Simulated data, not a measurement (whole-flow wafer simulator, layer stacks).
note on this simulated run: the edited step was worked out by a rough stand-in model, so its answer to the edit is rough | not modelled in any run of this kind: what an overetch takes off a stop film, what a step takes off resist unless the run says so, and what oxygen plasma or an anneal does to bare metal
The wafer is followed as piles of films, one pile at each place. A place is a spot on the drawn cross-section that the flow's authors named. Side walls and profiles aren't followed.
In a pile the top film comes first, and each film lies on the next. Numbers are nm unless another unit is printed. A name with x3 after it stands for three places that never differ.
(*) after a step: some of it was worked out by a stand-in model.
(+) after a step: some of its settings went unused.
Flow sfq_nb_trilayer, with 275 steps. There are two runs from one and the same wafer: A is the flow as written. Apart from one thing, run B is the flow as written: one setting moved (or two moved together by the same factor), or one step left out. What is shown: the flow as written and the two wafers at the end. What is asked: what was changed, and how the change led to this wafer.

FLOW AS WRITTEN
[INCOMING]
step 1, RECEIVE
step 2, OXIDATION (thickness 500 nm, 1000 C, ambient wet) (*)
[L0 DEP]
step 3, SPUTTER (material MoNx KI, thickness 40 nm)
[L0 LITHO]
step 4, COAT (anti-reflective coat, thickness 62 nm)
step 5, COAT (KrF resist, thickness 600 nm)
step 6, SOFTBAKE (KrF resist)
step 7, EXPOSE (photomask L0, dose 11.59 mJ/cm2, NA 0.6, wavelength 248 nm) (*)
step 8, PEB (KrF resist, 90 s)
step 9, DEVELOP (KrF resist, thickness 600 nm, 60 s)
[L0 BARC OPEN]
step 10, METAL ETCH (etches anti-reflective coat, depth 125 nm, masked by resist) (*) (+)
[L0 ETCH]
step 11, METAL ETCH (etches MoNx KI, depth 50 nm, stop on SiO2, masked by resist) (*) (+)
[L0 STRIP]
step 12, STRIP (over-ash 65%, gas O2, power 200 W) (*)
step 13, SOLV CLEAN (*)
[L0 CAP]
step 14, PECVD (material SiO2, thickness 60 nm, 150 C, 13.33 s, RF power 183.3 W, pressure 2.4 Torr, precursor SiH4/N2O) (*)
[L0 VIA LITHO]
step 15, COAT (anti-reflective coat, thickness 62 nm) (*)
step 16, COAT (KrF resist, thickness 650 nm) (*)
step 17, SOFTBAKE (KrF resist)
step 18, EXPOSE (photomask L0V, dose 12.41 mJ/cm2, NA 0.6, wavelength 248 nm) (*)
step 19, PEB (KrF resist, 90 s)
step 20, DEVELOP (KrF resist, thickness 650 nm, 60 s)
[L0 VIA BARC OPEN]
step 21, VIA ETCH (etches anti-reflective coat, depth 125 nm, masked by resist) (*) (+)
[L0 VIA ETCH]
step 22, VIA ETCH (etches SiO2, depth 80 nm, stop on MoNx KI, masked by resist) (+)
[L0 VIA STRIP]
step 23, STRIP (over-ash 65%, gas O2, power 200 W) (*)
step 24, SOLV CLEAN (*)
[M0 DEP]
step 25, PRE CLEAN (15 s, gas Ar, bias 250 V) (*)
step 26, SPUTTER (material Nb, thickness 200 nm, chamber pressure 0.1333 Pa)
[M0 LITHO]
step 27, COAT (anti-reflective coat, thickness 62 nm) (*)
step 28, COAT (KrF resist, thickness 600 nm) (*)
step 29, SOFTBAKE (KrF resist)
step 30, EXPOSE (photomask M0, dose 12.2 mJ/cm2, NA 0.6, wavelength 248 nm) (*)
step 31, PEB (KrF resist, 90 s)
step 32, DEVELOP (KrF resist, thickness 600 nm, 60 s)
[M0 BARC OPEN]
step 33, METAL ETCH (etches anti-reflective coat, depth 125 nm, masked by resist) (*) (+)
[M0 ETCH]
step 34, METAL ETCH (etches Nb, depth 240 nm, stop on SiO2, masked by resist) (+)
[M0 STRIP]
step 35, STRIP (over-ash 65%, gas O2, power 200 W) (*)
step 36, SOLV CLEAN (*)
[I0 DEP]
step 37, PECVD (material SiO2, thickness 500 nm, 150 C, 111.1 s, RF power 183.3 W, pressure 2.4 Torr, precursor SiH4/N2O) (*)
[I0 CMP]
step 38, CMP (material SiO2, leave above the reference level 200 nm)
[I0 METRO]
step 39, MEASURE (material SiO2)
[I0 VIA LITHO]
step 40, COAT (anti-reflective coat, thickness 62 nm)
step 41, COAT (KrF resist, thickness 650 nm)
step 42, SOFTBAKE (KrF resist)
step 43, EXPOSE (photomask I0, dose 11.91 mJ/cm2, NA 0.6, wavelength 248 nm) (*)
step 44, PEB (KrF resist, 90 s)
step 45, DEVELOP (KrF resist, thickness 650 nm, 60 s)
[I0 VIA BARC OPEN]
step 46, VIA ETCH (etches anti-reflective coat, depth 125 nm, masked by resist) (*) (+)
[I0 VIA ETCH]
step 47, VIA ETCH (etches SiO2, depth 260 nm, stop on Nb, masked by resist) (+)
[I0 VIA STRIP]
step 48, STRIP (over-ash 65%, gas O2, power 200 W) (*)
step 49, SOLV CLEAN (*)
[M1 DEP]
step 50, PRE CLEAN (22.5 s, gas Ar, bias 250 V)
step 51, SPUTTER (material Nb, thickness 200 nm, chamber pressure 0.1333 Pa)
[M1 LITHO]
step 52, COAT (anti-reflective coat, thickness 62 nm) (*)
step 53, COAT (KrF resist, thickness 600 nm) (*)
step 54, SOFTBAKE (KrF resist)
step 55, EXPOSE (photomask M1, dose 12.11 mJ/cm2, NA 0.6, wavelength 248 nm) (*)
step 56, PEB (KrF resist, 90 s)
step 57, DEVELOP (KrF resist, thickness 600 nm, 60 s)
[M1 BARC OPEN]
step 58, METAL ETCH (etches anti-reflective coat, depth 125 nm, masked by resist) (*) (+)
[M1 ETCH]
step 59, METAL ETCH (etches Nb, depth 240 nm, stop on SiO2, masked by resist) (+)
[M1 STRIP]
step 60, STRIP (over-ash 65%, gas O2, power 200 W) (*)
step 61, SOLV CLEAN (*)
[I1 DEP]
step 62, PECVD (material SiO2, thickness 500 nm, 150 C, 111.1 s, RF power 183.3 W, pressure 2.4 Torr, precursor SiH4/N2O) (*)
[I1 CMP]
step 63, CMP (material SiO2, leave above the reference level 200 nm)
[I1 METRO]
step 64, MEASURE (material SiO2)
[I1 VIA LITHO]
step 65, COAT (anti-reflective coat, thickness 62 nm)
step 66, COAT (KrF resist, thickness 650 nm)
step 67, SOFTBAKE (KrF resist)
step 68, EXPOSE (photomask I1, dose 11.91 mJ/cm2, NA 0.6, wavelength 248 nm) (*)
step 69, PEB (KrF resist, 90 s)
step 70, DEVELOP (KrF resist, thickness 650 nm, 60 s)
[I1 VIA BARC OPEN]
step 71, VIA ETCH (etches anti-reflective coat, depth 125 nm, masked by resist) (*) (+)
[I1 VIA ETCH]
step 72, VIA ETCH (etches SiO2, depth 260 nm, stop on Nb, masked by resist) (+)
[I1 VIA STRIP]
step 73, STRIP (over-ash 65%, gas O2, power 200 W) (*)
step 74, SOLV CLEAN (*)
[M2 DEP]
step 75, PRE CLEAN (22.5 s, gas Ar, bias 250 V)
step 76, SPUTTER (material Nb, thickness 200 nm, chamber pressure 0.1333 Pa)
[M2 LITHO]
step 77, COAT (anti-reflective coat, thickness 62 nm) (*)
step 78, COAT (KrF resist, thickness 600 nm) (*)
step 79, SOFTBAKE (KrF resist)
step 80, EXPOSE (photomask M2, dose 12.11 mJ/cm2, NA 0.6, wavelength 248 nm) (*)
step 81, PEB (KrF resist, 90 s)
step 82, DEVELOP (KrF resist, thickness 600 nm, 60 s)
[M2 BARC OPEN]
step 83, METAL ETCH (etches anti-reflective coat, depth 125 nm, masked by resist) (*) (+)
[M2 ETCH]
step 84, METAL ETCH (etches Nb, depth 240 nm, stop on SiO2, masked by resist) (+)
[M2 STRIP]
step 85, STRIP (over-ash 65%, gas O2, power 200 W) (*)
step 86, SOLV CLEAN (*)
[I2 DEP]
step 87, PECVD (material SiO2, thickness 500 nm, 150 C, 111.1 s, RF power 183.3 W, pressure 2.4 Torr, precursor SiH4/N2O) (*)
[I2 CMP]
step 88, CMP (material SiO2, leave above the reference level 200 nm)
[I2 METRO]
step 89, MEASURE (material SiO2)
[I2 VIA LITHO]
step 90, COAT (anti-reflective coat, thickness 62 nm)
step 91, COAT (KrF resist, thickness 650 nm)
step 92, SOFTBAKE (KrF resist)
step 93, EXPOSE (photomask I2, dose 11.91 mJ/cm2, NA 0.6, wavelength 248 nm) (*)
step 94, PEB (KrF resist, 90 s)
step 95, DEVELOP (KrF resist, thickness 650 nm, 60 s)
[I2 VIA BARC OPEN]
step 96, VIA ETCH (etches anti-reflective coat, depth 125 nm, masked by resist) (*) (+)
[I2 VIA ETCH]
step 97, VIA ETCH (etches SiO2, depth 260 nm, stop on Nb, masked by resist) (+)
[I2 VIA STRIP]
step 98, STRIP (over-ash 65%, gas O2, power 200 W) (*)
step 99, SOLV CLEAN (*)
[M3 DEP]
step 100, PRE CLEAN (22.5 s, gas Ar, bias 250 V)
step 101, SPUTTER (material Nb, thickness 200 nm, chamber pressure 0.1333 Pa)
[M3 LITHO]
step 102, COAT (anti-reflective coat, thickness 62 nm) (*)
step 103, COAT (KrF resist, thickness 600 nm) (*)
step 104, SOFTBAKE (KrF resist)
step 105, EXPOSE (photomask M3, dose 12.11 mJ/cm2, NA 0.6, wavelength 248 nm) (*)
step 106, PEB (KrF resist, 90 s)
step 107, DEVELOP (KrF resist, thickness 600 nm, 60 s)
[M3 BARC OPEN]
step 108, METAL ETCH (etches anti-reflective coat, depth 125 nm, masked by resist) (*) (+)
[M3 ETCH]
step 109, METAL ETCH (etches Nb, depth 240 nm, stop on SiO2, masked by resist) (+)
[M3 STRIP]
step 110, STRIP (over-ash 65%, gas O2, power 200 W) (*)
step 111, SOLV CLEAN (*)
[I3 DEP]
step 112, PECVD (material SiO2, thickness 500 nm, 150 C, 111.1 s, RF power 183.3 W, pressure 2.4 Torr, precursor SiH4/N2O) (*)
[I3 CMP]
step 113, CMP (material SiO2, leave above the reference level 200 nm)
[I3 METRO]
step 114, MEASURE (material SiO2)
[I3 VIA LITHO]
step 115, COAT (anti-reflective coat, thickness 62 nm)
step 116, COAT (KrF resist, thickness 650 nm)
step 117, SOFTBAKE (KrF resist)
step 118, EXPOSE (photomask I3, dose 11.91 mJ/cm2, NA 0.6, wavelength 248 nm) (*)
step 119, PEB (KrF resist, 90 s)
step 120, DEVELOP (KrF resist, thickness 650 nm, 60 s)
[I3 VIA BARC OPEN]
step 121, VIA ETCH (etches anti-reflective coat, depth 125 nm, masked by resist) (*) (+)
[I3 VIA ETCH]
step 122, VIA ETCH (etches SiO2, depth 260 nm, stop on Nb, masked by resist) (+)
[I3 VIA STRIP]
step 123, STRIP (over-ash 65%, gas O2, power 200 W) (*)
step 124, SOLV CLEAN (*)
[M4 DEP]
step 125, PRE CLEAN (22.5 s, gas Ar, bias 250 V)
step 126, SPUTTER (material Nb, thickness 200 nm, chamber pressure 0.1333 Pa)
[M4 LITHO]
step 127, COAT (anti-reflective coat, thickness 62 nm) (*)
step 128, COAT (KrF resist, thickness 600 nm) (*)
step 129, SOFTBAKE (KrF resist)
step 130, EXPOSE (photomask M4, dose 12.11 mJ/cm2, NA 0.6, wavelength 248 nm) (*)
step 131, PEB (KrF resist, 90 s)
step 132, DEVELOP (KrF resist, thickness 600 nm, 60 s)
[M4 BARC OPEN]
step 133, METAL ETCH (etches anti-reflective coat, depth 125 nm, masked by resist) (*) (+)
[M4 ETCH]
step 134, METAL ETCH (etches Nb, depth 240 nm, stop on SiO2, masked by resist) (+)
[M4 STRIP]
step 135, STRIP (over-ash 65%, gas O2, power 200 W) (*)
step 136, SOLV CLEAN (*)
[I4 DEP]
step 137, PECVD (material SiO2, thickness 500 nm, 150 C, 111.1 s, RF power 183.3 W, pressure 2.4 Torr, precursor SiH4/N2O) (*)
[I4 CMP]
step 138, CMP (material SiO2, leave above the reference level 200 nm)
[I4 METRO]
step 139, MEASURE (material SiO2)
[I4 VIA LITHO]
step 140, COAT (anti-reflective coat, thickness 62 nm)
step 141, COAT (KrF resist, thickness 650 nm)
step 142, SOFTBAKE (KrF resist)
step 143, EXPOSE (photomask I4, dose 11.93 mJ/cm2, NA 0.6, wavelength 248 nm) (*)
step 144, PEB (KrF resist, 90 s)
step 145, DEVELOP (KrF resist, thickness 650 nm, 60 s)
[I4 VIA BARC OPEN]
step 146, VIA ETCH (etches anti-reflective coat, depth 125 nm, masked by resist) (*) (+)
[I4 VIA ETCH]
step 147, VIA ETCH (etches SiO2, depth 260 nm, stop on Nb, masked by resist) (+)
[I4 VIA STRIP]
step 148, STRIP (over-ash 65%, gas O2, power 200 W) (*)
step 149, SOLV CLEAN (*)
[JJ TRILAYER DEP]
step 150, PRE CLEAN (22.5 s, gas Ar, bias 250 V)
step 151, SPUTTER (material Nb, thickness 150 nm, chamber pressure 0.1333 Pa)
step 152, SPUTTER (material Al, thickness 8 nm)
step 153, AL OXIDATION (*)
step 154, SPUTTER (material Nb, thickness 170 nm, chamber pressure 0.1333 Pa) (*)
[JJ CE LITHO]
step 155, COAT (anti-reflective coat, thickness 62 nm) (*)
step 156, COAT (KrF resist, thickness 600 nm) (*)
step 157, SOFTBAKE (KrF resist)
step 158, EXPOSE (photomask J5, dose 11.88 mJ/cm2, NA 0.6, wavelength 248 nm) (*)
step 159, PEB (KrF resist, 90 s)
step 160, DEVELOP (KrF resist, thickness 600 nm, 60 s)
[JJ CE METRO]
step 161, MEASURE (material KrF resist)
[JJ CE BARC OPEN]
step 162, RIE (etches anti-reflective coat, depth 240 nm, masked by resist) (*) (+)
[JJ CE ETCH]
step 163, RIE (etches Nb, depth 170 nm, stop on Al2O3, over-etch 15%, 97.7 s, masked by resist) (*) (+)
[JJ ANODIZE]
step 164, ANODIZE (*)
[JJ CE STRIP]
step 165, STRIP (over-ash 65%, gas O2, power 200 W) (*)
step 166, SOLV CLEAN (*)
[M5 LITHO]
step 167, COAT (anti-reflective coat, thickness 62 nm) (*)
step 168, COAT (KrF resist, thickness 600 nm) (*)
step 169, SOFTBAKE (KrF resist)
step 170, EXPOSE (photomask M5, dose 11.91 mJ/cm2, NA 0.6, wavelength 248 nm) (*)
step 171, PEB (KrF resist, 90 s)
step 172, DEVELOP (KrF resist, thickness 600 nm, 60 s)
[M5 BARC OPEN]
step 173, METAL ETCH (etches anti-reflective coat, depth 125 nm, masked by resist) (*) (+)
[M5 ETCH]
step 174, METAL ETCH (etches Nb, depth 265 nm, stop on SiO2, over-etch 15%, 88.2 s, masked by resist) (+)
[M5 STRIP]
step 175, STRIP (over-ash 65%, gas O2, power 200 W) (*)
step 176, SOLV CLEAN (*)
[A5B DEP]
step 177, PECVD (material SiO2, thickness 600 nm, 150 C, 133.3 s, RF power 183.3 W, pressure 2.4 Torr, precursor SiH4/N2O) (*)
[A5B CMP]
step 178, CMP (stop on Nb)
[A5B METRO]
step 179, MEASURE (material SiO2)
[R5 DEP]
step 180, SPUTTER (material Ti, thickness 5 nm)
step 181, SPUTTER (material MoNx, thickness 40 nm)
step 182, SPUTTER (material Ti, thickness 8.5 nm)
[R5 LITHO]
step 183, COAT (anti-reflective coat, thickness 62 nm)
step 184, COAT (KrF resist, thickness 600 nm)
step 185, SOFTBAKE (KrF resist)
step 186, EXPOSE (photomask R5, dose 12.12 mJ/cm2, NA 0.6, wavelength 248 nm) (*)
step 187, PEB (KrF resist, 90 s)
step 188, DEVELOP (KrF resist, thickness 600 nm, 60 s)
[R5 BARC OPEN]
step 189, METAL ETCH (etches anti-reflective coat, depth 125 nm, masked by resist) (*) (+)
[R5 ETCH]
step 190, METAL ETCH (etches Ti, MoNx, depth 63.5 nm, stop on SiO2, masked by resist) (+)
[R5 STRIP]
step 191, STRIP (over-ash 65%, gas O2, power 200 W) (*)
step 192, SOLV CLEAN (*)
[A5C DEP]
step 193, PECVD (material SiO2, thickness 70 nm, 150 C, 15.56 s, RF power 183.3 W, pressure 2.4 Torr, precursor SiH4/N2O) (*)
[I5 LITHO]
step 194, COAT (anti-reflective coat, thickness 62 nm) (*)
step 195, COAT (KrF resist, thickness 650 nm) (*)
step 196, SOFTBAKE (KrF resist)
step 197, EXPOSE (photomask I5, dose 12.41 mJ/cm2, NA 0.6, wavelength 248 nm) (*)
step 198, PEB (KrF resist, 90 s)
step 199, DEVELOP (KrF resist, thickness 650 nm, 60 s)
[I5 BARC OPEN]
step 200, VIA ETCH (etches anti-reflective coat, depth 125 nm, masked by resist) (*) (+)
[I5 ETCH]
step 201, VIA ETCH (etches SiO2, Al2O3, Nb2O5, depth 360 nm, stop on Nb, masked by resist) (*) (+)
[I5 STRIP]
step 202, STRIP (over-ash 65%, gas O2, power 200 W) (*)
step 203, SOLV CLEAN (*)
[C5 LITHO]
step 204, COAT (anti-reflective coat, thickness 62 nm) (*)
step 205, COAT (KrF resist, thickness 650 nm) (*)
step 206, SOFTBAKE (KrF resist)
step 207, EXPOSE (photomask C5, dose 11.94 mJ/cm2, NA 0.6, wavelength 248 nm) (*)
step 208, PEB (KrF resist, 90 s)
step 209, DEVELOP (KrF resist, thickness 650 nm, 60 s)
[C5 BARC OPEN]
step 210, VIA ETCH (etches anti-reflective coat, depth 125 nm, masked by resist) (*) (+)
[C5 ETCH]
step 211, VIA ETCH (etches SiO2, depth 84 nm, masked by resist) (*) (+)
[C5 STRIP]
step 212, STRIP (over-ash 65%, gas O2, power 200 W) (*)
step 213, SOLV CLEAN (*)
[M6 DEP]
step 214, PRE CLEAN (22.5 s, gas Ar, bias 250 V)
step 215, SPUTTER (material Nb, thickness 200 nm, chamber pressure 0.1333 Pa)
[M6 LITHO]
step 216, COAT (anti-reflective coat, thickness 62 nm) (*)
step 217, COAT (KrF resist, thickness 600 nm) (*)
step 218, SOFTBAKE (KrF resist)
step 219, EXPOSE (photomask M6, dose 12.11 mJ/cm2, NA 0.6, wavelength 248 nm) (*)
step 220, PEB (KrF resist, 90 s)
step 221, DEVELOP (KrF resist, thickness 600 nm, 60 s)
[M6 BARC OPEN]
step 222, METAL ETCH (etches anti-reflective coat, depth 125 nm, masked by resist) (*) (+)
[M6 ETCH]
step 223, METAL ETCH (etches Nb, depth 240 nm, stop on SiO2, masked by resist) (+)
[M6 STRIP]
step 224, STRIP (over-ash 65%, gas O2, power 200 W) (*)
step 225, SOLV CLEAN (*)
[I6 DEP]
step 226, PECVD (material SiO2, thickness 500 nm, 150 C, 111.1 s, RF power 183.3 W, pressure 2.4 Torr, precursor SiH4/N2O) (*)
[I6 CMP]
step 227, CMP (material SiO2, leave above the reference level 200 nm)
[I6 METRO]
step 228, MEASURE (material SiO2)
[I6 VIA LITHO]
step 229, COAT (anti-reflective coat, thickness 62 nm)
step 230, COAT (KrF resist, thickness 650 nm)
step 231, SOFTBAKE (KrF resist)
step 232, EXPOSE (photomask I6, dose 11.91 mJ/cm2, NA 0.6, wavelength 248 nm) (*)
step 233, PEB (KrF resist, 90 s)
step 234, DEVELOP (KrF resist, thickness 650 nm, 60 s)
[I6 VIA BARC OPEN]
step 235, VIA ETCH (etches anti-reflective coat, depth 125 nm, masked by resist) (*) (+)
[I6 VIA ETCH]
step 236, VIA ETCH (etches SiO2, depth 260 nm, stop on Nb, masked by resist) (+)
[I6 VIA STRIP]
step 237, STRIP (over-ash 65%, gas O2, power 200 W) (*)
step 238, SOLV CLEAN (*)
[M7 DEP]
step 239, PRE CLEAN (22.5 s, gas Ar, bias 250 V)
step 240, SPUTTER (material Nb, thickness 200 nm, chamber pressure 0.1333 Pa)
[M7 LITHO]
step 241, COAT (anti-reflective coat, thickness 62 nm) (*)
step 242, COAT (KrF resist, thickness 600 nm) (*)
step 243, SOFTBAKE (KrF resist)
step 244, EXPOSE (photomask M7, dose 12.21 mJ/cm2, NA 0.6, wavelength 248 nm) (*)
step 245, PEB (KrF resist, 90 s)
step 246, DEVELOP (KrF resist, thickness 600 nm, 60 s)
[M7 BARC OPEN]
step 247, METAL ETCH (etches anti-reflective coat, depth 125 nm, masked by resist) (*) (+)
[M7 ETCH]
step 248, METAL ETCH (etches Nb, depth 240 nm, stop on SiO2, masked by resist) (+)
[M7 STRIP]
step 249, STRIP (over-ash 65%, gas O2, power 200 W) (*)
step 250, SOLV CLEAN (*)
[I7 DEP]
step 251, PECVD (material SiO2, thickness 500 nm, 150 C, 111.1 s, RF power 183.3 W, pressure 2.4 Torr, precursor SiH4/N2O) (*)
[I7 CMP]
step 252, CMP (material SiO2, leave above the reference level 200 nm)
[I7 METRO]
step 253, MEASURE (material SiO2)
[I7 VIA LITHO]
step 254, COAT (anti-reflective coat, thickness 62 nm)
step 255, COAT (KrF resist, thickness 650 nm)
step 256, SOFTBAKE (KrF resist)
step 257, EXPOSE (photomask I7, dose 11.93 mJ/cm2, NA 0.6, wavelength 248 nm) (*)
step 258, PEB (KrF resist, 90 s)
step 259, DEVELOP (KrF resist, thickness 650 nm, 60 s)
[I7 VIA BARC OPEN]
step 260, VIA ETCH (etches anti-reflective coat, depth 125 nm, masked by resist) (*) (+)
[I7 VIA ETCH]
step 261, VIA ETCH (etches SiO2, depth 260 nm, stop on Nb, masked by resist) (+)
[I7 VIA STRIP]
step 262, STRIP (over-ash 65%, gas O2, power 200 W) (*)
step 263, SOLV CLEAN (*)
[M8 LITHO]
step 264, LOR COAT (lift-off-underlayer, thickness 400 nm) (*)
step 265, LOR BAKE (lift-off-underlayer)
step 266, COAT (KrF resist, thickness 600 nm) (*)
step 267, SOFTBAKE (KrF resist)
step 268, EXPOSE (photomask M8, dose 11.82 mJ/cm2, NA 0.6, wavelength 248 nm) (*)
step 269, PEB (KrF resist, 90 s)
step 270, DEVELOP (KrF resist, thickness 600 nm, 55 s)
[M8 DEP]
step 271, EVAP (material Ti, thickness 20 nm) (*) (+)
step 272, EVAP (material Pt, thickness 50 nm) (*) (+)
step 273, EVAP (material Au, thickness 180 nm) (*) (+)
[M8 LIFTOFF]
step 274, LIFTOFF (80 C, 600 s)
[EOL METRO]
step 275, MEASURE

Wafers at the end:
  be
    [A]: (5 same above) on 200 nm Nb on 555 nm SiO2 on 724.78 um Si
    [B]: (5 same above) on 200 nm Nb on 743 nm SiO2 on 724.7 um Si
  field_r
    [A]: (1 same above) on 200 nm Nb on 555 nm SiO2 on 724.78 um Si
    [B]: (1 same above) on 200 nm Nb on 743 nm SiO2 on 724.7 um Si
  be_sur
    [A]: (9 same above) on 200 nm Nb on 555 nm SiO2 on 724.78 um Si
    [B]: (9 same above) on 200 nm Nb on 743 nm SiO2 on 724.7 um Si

The reason: step 2, OXIDATION: thickness 688 nm was run, while the flow as written has thickness 500 nm.

How this came from the change, step by step:
  step 2, OXIDATION (thickness 500 nm, 1000 C, ambient wet) (*)
      field_l, v_sur, via_wl and 103 more: A SiO2 gains 500 (new film), chemical SiO2 loses 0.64 (all of it), Si loses 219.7 | B SiO2 gains 688 (new film), chemical SiO2 loses 0.64 (all of it), Si loses 302.4
